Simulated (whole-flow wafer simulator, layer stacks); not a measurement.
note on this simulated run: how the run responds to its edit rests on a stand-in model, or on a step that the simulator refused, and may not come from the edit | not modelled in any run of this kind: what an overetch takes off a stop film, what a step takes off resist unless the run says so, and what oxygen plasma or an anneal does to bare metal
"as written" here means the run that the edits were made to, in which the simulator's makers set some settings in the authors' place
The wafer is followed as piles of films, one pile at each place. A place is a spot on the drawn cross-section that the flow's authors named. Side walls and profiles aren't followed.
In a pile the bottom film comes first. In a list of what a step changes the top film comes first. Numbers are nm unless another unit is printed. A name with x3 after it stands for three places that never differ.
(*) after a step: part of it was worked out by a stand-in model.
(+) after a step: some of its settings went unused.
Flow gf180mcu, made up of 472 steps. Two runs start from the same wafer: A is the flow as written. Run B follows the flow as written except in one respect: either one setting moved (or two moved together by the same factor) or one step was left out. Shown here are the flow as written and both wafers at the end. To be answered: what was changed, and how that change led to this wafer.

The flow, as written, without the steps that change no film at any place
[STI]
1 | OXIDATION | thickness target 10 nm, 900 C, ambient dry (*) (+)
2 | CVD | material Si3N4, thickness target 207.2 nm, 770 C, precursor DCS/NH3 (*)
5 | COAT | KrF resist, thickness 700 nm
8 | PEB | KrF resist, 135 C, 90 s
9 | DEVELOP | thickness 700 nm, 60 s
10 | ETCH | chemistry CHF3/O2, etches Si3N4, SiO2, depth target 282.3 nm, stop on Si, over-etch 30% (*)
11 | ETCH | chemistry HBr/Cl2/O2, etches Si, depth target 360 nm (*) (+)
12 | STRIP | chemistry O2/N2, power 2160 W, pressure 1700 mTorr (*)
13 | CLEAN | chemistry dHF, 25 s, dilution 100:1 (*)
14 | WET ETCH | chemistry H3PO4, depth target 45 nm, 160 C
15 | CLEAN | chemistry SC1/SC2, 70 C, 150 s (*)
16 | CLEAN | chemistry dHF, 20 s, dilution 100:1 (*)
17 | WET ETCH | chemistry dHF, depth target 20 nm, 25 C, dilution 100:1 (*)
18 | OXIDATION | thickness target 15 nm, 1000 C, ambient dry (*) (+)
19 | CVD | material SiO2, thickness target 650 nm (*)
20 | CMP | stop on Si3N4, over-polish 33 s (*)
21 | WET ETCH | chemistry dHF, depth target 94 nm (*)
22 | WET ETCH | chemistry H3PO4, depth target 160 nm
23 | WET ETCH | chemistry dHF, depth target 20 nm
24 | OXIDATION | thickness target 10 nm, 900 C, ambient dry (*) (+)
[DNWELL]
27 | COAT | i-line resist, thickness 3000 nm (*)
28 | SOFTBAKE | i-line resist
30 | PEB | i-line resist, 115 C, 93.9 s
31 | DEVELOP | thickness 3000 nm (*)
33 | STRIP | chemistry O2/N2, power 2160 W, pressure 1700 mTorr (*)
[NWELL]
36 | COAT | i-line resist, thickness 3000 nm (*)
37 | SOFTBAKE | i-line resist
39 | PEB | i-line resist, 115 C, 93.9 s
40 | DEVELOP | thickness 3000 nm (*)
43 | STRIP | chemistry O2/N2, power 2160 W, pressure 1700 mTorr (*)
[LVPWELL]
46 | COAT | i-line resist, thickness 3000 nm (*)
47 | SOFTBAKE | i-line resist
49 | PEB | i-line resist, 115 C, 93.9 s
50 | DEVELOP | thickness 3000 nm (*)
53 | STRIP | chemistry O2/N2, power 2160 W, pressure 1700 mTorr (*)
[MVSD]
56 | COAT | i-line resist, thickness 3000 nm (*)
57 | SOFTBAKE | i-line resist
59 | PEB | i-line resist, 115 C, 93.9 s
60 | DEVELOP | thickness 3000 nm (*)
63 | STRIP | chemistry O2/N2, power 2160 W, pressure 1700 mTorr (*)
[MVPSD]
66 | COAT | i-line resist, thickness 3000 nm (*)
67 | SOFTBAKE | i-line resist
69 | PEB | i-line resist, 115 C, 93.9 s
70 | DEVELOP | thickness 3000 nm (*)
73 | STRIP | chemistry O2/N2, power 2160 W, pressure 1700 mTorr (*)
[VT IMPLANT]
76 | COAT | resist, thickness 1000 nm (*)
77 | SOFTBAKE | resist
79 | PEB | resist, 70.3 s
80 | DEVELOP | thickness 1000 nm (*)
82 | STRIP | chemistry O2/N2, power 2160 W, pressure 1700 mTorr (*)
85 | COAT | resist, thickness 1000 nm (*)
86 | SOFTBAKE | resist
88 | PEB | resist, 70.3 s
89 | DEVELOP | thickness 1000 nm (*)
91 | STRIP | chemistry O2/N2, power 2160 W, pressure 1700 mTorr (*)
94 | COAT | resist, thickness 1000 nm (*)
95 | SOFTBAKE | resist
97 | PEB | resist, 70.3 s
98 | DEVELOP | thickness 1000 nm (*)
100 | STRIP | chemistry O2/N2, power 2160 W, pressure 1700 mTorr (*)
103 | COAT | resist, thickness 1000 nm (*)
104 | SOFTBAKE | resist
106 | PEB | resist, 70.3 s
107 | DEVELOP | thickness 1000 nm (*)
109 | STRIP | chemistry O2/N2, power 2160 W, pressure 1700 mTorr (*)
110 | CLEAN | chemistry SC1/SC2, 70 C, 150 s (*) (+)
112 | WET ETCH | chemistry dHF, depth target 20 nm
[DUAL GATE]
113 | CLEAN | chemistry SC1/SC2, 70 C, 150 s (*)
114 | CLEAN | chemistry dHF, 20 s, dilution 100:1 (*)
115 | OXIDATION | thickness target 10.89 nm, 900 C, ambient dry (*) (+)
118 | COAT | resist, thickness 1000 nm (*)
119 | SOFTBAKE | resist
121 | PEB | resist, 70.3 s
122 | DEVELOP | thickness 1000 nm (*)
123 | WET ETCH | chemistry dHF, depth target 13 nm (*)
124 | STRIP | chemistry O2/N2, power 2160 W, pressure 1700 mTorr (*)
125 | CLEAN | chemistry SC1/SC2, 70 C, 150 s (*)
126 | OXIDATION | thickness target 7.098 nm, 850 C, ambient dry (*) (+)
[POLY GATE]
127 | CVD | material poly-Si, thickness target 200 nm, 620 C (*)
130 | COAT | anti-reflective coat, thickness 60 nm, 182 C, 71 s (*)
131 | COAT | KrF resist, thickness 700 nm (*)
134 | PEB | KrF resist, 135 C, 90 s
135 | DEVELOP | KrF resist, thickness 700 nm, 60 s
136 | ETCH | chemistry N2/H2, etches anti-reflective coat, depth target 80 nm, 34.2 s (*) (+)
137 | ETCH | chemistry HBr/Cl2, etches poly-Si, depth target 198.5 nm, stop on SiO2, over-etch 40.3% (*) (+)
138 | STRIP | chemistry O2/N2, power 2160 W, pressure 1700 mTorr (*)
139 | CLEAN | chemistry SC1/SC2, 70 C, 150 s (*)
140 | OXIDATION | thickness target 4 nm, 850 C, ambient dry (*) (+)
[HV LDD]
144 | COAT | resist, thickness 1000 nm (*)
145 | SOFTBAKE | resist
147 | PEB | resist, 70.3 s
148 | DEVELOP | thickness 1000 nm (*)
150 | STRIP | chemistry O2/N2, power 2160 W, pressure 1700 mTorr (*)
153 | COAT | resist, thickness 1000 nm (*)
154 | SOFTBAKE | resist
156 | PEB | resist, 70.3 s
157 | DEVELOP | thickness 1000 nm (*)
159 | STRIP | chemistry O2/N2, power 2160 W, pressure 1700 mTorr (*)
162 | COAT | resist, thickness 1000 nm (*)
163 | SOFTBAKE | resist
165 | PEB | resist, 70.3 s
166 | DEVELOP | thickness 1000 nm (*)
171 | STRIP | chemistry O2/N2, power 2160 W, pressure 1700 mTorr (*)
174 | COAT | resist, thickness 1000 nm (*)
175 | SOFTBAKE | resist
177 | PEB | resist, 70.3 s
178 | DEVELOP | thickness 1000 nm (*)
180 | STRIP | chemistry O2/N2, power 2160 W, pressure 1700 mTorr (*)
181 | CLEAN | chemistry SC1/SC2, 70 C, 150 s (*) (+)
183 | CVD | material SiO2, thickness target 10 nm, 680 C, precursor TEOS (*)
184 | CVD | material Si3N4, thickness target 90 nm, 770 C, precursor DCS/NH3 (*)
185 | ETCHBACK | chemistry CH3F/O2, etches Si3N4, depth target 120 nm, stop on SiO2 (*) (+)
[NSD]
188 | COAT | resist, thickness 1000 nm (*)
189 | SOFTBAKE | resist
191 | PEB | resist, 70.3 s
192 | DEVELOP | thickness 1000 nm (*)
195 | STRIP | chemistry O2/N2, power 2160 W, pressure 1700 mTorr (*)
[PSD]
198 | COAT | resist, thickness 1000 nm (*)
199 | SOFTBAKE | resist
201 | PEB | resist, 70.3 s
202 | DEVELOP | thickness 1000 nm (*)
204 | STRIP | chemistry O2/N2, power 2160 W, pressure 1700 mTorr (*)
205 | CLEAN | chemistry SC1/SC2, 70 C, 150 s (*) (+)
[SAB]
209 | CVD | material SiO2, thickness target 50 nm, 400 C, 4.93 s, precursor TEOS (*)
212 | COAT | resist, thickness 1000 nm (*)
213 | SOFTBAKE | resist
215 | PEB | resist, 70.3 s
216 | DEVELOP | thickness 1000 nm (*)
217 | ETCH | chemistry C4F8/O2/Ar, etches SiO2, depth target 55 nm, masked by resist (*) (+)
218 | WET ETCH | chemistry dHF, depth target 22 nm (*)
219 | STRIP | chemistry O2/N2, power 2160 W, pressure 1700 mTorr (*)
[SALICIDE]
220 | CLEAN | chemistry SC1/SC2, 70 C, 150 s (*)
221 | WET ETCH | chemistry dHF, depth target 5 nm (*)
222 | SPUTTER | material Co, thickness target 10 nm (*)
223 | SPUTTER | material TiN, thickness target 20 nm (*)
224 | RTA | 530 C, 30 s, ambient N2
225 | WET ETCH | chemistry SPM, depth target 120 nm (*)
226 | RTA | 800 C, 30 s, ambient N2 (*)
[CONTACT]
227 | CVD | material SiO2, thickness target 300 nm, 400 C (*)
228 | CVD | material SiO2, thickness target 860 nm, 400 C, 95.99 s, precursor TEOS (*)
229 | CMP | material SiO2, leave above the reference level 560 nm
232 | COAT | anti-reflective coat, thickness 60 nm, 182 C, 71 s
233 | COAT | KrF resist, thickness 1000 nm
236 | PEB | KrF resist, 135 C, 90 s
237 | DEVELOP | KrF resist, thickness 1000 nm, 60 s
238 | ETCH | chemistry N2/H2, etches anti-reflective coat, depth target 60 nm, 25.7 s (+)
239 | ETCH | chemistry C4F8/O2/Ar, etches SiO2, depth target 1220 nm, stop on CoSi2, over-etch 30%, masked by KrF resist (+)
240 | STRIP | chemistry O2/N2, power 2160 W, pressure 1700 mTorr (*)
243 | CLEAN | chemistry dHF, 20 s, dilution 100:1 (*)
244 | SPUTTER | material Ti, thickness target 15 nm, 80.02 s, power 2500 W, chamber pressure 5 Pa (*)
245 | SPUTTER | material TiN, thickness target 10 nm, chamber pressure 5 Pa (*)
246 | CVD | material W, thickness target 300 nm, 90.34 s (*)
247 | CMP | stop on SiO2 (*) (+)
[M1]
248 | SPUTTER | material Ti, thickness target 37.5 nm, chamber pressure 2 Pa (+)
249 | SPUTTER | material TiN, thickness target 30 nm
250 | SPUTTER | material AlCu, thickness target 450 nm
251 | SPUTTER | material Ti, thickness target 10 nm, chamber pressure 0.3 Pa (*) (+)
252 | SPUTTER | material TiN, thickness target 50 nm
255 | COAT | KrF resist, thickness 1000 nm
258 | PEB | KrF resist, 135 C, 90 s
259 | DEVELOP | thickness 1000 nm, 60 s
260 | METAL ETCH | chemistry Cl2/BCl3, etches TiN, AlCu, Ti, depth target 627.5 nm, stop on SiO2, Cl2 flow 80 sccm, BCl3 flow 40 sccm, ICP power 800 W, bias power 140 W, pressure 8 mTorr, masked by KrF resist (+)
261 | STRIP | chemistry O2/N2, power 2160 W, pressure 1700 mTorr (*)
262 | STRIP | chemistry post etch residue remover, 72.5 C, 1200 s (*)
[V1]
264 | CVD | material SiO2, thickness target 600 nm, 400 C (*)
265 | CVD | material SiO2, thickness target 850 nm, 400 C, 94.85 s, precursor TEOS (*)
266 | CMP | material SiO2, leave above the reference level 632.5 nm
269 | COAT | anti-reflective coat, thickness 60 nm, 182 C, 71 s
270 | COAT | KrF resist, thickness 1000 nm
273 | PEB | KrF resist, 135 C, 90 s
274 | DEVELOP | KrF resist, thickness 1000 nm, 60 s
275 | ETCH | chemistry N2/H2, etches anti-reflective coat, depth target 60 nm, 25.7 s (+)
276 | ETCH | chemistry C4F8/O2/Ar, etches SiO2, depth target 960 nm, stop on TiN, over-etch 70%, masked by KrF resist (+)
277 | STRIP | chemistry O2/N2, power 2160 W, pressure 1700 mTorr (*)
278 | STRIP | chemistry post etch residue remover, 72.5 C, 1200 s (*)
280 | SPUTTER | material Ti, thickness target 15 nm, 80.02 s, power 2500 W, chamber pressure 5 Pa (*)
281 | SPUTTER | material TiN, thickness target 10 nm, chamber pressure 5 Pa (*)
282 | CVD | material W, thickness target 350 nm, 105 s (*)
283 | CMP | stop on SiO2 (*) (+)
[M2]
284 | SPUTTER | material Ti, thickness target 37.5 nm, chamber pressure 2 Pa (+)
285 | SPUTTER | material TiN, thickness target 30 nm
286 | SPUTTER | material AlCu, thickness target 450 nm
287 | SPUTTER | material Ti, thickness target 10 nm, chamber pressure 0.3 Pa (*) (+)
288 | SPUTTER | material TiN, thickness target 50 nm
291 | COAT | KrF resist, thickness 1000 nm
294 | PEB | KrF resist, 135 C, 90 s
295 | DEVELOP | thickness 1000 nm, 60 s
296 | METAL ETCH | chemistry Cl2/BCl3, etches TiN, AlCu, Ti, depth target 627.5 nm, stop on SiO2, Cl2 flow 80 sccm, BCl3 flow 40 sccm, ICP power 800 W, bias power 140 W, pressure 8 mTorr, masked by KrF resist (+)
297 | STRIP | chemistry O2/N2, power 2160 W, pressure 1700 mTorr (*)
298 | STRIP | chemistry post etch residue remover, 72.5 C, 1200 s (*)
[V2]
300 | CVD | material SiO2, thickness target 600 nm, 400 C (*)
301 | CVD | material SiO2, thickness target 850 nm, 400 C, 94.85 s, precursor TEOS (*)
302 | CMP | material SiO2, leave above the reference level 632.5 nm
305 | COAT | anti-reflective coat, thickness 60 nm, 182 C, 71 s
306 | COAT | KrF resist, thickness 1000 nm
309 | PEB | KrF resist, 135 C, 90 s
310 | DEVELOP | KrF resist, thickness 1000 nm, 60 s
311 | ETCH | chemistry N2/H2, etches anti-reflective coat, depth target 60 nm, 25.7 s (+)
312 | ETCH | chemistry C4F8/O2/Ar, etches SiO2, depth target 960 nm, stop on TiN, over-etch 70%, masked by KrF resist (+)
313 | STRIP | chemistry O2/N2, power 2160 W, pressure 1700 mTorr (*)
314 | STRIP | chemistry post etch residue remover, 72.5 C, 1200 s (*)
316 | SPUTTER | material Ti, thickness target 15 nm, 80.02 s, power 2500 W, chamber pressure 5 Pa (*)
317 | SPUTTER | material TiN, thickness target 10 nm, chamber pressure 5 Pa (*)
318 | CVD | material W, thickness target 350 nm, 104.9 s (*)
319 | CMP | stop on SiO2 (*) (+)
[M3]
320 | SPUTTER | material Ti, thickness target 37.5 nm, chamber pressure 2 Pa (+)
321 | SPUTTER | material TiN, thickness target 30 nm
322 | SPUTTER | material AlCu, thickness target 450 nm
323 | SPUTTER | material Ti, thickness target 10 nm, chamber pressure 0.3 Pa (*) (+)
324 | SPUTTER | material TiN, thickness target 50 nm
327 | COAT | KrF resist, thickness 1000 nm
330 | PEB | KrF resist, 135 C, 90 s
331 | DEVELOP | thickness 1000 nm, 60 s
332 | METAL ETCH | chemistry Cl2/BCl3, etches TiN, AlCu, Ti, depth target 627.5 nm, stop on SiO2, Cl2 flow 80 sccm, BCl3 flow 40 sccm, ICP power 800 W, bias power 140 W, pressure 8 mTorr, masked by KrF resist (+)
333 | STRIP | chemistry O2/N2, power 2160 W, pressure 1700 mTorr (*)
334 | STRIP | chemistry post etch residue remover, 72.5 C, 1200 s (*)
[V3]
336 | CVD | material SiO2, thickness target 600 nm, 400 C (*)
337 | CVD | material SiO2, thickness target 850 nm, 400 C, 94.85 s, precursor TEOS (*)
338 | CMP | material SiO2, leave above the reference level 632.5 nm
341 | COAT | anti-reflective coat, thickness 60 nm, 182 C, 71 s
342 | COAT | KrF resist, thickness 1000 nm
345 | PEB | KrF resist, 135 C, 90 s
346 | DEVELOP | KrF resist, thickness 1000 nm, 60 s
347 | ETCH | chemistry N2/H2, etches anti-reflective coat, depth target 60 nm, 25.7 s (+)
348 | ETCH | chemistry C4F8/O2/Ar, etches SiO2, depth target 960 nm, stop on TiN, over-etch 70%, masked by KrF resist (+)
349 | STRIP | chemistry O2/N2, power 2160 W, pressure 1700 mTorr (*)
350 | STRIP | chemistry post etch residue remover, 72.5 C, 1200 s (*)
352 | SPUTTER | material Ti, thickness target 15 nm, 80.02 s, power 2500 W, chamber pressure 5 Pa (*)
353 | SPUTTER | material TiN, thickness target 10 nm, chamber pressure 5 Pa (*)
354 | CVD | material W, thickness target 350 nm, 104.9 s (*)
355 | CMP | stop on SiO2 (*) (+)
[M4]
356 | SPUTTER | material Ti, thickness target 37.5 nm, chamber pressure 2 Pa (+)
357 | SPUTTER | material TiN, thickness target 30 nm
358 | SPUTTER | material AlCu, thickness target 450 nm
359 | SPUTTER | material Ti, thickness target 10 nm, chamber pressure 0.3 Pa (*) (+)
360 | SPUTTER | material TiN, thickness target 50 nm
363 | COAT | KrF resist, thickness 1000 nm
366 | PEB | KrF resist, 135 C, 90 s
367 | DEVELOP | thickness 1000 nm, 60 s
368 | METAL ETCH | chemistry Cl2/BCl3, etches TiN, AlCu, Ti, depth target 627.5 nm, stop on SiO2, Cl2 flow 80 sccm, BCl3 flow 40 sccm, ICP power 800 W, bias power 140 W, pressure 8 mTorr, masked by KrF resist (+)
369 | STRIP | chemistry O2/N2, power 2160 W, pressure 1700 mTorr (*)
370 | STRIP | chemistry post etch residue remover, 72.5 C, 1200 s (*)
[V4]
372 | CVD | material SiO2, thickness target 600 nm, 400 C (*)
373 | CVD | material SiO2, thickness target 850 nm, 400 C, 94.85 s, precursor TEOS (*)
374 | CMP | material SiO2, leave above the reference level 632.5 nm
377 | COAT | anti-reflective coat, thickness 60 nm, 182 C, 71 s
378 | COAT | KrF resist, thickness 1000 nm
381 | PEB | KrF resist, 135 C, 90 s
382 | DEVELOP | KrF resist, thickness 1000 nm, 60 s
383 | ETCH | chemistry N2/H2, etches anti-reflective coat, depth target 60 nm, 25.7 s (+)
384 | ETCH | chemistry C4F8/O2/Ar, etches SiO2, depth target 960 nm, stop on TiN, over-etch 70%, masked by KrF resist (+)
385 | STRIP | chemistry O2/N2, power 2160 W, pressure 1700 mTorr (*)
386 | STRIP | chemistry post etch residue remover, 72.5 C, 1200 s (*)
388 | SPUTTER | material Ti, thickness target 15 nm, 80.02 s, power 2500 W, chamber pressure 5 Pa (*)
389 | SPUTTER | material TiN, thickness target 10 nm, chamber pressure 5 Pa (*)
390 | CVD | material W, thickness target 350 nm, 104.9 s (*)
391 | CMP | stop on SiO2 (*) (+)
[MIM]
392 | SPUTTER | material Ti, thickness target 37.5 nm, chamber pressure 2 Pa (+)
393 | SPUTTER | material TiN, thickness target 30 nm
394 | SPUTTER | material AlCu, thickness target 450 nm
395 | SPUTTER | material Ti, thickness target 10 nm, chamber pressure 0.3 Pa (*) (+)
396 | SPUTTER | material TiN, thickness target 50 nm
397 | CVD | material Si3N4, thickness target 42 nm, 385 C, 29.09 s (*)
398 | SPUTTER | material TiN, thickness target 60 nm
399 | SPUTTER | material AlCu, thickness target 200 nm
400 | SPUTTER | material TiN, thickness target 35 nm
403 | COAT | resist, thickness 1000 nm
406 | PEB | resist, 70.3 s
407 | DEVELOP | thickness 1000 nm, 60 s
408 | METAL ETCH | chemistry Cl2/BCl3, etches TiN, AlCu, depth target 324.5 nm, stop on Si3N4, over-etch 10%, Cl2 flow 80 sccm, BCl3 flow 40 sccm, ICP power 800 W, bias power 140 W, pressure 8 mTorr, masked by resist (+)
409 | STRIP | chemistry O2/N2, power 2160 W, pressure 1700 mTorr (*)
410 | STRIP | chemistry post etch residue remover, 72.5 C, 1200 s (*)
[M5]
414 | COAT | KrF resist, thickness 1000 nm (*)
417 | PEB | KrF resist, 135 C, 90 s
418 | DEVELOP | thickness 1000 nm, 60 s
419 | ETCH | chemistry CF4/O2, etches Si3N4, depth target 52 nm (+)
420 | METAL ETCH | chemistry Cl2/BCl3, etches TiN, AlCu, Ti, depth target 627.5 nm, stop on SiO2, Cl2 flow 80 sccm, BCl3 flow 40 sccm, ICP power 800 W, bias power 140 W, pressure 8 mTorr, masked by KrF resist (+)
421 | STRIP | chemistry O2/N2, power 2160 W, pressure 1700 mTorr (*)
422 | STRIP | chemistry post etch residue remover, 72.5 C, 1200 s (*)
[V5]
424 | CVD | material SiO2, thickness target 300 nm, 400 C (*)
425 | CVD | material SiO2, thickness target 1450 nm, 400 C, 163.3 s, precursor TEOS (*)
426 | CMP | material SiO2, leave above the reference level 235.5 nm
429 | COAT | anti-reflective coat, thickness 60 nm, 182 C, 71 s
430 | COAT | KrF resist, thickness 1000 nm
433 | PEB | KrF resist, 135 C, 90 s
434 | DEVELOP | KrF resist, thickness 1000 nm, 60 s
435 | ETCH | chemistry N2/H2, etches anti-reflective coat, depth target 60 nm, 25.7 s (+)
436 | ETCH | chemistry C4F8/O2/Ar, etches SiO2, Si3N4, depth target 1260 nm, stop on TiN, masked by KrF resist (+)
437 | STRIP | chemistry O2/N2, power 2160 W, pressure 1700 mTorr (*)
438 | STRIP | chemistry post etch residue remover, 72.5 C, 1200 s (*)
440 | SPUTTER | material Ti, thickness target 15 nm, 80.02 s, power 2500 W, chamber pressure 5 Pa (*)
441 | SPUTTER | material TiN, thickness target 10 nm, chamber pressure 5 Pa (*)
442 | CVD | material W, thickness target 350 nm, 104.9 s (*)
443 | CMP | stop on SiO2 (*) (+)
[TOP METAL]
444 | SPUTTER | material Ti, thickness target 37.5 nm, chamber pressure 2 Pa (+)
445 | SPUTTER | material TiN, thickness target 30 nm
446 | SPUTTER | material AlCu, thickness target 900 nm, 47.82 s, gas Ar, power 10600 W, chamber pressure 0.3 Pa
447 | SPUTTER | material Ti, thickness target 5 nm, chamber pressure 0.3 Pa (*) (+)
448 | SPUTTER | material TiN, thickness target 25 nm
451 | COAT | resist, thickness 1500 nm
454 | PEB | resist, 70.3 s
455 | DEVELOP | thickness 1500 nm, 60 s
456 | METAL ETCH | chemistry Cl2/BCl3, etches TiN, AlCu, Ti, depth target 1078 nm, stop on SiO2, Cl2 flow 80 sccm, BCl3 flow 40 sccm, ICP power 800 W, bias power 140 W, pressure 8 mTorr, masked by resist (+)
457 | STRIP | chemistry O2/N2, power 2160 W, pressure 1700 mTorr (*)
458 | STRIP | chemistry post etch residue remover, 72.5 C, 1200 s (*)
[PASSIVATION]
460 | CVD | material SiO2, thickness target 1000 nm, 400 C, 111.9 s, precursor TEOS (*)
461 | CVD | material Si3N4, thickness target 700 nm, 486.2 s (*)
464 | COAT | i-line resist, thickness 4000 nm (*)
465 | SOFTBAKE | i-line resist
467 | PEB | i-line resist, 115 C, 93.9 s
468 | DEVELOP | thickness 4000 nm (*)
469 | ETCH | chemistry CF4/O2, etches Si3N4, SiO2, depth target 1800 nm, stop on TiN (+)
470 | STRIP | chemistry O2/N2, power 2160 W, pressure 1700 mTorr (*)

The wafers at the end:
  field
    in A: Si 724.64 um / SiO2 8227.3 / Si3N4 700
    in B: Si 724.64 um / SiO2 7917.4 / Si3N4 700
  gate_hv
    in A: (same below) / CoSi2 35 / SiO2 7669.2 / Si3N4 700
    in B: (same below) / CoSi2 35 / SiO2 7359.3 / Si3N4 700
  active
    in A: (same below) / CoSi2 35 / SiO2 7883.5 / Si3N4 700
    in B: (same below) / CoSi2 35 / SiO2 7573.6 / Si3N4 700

What caused this: step 302, CMP: leave above the reference level 322.6 nm was run, though the flow has leave above the reference level 632.5 nm.

How this came from the change, step by step:
  302 | CMP | material SiO2, leave above the reference level 632.5 nm
      field, field__w1, field__w2 and 103 more: A -300 SiO2 | B -609.9 SiO2
      field__w8, contact, m1, m1__w1, m1_nw: A -877.1 SiO2 | B -1187 SiO2
  312 | ETCH | chemistry C4F8/O2/Ar, etches SiO2, depth target 960 nm, stop on TiN, over-etch 70%, masked by KrF resist (+)
      field, field__w1, field__w2 and 107 more: A -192 KrF resist | B -89.3 KrF resist
      contact: A -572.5 SiO2 (all of it) | B -262.6 SiO2 (all of it)
  313 | STRIP | chemistry O2/N2, power 2160 W, pressure 1700 mTorr (*)
      field, field__w1, field__w2 and 107 more: A -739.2 KrF resist (all of it), -60 anti-reflective coat (all of it) | B -841.9 KrF resist (all of it), -60 anti-reflective coat (all of it)
  316 | SPUTTER | material Ti, thickness target 15 nm, 80.02 s, power 2500 W, chamber pressure 5 Pa (*)
      contact: A +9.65 Ti (new film) | B +11.7 Ti (new film)
  317 | SPUTTER | material TiN, thickness target 10 nm, chamber pressure 5 Pa (*)
      contact: A +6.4 TiN (new film) | B +7.79 TiN (new film)
  318 | CVD | material W, thickness target 350 nm, 104.9 s (*)
      contact: A +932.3 W (new film) | B +618.9 W (new film)
